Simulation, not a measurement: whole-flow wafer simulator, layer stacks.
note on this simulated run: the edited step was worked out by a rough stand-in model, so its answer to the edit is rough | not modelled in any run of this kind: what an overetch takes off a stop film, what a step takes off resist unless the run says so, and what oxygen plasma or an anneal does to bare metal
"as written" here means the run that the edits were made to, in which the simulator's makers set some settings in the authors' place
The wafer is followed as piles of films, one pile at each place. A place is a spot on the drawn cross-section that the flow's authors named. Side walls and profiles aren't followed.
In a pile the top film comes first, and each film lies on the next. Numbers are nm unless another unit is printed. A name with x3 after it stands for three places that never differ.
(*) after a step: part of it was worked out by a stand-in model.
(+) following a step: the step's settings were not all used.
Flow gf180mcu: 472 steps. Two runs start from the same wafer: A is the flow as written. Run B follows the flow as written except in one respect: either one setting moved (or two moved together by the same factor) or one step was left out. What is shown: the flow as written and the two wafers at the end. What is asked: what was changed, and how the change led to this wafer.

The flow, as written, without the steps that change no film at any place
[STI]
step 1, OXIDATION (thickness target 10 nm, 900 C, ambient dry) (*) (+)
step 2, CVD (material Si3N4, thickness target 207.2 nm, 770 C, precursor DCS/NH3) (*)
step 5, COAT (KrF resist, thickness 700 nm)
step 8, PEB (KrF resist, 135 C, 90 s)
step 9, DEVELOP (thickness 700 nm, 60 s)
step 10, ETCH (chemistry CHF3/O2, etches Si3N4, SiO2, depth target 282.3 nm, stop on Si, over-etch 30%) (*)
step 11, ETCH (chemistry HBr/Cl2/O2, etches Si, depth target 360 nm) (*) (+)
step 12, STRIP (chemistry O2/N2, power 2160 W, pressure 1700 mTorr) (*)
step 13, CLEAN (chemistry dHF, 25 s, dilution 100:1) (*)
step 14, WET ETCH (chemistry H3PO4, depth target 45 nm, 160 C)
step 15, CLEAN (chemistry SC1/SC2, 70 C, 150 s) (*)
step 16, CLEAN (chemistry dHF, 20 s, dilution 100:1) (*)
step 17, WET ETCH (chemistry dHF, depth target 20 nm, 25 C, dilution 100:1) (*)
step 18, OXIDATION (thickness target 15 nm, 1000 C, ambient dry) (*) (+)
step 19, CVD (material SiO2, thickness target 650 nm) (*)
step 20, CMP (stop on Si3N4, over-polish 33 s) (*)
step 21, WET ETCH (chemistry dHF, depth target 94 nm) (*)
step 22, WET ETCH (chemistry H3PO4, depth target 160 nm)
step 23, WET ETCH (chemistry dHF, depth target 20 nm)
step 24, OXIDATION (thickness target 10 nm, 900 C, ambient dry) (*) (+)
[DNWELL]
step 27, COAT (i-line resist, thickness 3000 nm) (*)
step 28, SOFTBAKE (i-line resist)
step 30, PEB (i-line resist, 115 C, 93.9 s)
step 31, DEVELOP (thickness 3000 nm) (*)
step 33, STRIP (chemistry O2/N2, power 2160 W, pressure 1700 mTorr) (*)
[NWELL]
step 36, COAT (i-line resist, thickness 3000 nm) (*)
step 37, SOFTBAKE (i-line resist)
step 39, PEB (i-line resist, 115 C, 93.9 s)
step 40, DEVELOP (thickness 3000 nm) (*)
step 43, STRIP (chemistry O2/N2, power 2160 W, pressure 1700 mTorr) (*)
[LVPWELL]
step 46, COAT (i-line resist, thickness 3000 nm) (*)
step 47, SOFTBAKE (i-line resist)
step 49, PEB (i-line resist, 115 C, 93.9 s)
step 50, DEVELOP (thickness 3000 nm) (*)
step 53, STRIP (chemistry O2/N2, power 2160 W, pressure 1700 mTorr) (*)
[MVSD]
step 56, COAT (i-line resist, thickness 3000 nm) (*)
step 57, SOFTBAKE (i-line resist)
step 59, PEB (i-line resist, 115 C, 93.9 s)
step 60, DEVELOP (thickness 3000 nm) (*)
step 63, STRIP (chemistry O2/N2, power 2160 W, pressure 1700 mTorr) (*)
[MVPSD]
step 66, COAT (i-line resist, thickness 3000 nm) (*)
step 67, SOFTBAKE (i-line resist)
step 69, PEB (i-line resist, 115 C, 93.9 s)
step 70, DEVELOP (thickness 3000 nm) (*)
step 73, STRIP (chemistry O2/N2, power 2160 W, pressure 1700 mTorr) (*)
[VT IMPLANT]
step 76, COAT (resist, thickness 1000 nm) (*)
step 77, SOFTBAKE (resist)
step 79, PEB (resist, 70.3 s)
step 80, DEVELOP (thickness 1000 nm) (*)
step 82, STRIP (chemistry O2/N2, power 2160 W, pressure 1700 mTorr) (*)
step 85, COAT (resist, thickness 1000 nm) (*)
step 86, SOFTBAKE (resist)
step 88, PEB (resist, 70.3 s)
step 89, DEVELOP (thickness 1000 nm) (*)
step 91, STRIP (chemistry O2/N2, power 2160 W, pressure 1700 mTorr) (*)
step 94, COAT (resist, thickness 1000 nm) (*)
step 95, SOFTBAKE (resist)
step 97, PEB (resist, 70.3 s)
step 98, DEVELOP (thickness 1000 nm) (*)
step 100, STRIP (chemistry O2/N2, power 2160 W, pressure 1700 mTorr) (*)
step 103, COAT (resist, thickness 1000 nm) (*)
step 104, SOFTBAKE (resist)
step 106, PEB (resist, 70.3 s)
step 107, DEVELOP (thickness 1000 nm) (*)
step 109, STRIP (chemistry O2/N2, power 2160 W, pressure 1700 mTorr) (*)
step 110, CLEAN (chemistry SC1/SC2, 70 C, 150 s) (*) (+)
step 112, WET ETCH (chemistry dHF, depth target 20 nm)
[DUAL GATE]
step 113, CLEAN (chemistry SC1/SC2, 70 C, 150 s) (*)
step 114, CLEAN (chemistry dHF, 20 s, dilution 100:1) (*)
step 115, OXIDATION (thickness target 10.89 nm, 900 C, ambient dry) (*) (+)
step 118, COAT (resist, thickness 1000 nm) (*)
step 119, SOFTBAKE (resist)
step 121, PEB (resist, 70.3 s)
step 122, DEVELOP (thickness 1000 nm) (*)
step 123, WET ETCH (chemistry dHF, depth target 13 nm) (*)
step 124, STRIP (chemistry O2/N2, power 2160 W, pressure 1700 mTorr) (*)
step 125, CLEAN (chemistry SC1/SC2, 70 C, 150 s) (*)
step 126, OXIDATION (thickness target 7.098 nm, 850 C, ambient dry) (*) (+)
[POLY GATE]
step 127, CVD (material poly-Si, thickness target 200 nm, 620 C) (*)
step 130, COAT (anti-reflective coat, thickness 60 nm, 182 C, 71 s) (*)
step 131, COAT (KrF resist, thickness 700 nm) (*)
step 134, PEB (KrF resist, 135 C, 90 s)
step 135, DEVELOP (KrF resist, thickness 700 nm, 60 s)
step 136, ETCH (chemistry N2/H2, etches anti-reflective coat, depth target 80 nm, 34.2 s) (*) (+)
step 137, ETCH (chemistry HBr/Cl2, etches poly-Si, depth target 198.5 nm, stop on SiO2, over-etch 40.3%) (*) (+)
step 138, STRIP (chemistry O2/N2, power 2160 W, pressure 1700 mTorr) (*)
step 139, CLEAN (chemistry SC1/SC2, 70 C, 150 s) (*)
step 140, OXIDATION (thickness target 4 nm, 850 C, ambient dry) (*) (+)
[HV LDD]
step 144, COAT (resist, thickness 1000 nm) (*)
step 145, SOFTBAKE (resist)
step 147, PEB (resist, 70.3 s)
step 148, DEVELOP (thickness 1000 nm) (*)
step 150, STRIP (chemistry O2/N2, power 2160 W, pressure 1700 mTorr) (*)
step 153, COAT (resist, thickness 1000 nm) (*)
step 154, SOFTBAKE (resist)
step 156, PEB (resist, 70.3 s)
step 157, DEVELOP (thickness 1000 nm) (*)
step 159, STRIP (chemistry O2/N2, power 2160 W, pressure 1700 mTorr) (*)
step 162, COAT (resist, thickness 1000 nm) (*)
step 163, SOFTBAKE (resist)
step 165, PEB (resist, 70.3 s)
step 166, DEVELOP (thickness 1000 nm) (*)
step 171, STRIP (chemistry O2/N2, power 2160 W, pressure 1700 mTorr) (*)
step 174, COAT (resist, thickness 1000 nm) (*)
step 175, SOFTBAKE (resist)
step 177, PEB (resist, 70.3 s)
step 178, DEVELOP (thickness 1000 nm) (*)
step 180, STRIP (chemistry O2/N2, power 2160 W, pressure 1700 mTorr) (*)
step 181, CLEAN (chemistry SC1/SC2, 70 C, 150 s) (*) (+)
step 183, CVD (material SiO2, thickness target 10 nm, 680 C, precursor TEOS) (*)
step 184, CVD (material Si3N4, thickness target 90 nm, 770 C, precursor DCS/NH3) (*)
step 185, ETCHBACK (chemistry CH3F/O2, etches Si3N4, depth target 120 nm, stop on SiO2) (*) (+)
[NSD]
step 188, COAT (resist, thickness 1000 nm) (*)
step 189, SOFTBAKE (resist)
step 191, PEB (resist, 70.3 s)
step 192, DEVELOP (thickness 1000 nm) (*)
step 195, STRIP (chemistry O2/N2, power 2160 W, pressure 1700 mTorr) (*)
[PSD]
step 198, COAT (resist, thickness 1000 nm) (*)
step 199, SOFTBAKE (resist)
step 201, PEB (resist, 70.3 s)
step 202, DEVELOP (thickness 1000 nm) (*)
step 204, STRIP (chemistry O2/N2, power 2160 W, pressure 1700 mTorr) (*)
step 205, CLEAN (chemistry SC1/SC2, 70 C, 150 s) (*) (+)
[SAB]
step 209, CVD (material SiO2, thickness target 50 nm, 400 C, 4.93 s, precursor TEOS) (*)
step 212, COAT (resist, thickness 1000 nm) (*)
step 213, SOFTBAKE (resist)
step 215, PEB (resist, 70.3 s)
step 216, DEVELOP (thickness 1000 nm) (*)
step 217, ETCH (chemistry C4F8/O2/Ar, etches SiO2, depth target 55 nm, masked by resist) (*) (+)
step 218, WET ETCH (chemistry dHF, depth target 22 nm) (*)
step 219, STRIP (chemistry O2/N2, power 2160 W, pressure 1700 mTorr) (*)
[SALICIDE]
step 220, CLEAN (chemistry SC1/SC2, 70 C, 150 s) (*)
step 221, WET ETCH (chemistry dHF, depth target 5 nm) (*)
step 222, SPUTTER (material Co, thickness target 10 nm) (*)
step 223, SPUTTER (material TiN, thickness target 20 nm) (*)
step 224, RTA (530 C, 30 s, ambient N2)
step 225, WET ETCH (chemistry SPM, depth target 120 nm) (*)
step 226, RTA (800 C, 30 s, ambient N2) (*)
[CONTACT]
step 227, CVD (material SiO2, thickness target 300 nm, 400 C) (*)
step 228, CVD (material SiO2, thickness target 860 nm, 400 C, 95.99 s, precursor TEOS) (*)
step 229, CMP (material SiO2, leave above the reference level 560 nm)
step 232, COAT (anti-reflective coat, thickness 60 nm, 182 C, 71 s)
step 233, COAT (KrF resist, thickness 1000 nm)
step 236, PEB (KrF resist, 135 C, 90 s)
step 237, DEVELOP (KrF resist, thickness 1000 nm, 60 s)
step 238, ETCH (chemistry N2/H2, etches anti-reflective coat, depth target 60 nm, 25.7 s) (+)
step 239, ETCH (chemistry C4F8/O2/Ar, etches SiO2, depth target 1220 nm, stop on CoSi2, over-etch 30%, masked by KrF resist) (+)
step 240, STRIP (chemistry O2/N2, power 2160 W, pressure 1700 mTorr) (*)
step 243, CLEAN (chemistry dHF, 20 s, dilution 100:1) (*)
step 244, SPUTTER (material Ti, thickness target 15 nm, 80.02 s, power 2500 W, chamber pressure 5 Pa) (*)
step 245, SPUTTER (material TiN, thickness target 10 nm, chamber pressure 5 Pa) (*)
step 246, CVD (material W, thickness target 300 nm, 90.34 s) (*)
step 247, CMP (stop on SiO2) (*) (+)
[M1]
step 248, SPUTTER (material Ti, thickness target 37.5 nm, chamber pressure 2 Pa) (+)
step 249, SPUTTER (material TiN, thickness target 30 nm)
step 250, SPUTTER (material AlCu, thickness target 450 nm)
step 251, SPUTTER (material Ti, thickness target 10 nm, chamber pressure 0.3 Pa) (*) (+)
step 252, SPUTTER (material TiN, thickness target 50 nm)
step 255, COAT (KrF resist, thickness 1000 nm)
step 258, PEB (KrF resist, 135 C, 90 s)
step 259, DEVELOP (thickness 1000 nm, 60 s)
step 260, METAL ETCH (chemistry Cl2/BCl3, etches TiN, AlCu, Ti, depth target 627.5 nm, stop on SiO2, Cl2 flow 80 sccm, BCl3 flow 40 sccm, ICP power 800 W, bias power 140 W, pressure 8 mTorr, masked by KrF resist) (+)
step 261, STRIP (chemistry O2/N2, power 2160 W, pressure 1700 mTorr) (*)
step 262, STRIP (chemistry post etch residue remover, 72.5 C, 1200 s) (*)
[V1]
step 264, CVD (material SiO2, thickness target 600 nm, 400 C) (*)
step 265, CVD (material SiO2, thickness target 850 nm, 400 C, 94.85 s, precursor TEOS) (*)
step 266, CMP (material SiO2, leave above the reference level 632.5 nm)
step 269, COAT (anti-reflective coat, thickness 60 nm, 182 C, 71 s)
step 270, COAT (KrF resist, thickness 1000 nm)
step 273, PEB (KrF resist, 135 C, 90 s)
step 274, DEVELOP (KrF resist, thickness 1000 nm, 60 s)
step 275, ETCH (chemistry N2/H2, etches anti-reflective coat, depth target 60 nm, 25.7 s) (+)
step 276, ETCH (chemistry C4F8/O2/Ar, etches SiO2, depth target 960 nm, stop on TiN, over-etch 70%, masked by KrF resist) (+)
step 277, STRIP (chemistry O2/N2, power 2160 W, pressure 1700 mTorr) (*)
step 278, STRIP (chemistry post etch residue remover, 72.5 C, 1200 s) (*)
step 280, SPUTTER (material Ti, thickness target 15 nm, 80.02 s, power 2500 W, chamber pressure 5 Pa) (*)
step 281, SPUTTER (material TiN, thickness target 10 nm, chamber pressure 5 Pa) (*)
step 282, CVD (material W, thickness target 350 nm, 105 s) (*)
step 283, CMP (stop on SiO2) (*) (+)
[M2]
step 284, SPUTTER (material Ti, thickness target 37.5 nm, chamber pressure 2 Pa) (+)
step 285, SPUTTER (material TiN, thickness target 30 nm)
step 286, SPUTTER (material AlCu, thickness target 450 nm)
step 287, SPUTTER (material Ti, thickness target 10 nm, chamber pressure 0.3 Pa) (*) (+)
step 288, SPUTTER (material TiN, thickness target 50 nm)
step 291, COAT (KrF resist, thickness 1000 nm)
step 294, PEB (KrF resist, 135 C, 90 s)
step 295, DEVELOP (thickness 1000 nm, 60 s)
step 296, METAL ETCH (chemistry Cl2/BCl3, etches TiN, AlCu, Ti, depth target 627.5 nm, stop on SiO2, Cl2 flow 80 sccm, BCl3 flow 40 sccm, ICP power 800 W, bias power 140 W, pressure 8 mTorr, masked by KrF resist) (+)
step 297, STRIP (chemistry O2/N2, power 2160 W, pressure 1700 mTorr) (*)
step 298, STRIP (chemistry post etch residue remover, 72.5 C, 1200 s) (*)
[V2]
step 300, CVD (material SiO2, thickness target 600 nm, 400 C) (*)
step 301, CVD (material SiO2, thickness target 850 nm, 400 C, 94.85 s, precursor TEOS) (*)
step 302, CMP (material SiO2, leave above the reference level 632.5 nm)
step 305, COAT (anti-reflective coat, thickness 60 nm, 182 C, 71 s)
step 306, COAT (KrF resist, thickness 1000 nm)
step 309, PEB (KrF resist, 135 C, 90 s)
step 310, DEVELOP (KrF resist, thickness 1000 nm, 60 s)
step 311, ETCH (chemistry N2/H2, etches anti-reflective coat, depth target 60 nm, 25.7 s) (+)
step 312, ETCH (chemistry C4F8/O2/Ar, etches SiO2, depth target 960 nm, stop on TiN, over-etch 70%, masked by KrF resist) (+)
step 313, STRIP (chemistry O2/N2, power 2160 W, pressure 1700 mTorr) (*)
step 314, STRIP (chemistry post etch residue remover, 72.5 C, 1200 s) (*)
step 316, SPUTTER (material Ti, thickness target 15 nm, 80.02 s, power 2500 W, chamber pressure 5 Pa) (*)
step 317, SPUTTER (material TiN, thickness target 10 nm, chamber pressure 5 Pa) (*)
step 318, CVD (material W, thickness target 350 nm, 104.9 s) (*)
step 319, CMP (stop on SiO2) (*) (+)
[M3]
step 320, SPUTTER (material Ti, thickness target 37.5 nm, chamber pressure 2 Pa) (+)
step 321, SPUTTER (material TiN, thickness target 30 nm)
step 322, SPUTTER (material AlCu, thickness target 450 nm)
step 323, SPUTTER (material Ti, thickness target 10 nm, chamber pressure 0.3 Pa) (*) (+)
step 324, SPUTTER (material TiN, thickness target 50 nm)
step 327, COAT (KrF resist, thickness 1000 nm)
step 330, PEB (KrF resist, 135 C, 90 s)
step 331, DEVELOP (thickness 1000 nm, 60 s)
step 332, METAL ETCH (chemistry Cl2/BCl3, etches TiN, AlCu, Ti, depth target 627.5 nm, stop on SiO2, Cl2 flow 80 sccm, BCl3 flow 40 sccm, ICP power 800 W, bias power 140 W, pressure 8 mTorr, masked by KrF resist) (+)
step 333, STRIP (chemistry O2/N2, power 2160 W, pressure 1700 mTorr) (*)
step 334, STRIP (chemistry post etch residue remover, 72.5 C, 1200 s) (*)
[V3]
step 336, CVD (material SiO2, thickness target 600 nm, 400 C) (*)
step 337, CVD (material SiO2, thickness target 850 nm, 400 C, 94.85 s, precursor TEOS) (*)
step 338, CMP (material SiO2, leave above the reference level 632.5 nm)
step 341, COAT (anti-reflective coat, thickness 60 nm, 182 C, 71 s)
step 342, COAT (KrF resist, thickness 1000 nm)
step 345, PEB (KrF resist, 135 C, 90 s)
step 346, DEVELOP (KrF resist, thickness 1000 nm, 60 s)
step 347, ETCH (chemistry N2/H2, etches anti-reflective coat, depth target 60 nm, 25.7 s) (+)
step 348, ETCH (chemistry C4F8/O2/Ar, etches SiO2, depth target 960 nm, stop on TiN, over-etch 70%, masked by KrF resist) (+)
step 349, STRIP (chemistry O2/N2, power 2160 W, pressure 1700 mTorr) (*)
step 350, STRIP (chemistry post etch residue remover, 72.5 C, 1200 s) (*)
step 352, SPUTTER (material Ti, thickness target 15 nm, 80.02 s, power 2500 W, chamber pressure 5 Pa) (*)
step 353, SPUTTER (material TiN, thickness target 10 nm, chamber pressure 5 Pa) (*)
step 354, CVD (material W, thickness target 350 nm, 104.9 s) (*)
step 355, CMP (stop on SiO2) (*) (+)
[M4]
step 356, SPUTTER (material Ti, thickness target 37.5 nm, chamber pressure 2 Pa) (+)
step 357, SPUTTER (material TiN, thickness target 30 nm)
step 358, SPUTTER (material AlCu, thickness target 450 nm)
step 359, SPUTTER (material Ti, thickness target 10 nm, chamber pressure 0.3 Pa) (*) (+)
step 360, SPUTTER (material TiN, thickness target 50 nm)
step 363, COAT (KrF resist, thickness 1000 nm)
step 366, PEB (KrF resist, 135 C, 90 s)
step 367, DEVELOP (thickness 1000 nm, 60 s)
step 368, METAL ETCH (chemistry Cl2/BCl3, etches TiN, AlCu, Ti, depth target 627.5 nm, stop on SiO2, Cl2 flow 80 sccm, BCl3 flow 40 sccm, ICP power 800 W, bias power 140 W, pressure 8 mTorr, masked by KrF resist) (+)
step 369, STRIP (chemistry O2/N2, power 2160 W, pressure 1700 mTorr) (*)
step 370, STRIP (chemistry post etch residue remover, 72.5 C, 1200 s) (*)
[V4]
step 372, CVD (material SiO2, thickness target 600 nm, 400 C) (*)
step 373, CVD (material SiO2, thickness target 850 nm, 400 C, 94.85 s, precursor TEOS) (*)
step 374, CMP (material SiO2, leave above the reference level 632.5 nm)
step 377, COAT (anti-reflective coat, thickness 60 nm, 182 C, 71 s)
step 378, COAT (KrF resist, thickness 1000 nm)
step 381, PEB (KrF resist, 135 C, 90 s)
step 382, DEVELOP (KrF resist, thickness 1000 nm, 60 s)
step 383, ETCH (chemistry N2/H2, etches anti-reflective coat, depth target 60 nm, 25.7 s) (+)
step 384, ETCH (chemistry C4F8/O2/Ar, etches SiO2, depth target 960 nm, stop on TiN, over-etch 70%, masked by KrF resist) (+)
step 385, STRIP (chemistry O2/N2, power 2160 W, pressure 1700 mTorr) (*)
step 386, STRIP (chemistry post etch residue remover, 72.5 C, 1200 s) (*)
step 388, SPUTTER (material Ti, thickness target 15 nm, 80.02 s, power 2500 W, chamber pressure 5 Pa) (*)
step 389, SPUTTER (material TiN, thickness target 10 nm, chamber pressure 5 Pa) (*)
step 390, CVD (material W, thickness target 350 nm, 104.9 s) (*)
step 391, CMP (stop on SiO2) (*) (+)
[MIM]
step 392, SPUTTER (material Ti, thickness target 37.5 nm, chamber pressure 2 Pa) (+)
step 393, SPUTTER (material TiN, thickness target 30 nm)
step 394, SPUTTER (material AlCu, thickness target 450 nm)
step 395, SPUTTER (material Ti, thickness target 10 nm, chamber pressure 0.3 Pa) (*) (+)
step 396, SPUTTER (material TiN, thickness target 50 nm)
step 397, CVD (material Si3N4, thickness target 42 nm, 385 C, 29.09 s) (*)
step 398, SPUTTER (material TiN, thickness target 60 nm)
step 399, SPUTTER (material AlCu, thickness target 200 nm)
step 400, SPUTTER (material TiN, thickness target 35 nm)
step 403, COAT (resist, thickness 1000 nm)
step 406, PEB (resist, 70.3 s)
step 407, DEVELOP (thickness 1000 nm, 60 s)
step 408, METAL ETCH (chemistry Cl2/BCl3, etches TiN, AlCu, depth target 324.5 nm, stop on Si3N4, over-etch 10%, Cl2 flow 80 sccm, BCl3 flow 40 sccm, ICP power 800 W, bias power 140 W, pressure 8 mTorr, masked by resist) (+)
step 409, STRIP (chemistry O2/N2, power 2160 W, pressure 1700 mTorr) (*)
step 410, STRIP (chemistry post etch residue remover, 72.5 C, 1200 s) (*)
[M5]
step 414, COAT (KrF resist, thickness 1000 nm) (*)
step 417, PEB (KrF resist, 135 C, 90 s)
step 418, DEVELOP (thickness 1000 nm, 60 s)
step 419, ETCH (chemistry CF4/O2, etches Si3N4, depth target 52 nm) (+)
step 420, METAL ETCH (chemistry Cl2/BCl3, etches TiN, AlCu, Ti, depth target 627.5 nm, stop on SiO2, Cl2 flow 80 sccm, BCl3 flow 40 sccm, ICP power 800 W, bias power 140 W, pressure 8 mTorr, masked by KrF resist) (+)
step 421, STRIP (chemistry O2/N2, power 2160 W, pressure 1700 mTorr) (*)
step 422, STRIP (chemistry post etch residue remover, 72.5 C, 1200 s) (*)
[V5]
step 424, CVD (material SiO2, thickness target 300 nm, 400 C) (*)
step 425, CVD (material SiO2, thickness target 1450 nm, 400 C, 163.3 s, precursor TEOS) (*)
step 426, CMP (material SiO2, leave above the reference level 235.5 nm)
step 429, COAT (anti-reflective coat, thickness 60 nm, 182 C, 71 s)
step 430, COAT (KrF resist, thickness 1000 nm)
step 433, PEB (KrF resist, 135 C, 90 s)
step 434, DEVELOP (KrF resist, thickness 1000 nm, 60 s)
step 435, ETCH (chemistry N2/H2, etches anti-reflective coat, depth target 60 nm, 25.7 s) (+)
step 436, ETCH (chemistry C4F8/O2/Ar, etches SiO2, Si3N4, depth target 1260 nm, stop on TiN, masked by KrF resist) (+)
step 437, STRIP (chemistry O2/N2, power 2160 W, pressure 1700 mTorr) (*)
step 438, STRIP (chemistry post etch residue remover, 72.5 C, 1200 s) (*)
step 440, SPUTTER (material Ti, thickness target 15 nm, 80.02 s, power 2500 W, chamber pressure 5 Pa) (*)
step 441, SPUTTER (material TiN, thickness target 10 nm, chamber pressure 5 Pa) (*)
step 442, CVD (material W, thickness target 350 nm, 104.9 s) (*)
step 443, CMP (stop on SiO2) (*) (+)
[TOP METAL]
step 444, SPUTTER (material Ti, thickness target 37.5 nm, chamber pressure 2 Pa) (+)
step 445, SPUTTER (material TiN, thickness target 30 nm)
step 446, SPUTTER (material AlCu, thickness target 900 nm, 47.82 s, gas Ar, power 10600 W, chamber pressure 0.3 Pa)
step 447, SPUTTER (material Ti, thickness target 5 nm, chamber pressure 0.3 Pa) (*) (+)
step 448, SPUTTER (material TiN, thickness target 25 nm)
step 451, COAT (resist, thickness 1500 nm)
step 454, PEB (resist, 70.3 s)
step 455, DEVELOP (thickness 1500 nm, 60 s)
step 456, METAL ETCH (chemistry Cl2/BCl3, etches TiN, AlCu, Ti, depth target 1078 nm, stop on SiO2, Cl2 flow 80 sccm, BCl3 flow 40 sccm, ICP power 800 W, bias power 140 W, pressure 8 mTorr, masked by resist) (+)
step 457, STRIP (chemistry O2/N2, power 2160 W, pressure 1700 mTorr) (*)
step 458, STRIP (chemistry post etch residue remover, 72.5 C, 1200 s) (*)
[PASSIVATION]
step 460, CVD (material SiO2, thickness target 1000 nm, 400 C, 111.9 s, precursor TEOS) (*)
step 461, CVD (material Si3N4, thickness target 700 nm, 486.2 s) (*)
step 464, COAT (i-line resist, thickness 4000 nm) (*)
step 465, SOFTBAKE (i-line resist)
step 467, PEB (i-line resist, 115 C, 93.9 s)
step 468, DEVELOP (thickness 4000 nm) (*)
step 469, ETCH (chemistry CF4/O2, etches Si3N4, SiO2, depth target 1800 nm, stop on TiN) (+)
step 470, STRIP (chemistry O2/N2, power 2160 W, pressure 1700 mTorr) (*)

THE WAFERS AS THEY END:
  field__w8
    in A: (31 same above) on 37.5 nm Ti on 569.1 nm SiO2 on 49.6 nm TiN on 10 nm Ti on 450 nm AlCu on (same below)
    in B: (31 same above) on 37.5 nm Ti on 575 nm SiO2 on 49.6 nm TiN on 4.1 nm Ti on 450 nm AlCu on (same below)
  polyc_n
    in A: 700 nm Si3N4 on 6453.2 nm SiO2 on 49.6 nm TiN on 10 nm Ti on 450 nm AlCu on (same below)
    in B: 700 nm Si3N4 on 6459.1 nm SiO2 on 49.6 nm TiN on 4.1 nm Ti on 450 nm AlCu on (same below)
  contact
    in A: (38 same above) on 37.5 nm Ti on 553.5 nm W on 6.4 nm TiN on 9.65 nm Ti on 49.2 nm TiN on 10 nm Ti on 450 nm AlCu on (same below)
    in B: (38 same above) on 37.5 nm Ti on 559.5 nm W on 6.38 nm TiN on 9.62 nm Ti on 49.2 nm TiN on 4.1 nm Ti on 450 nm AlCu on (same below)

Cause: step 251, SPUTTER: thickness target 4.1 nm was run, while the flow as written has thickness target 10 nm.
One can read it off the wafer: field__w8 has Ti 4.1, and step 251 as written asks for 10 nm.

How this came from the change, step by step:
  step 251, SPUTTER (material Ti, thickness target 10 nm, chamber pressure 0.3 Pa) (*) (+)
      field, field__w1, field__w2 and 108 more: A +10 Ti (new film) | B +4.1 Ti (new film)
  step 260, METAL ETCH (chemistry Cl2/BCl3, etches TiN, AlCu, Ti, depth target 627.5 nm, stop on SiO2, Cl2 flow 80 sccm, BCl3 flow 40 sccm, ICP power 800 W, bias power 140 W, pressure 8 mTorr, masked by KrF resist) (+)
      field, field__w1, field__w2 and 99 more: A -50 TiN (all of it), -10 Ti (all of it), -450 AlCu (all of it), -30 TiN (all of it), -37.5 Ti (all of it) | B -50 TiN (all of it), -4.1 Ti (all of it), -450 AlCu (all of it), -30 TiN (all of it), -37.5 Ti (all of it)
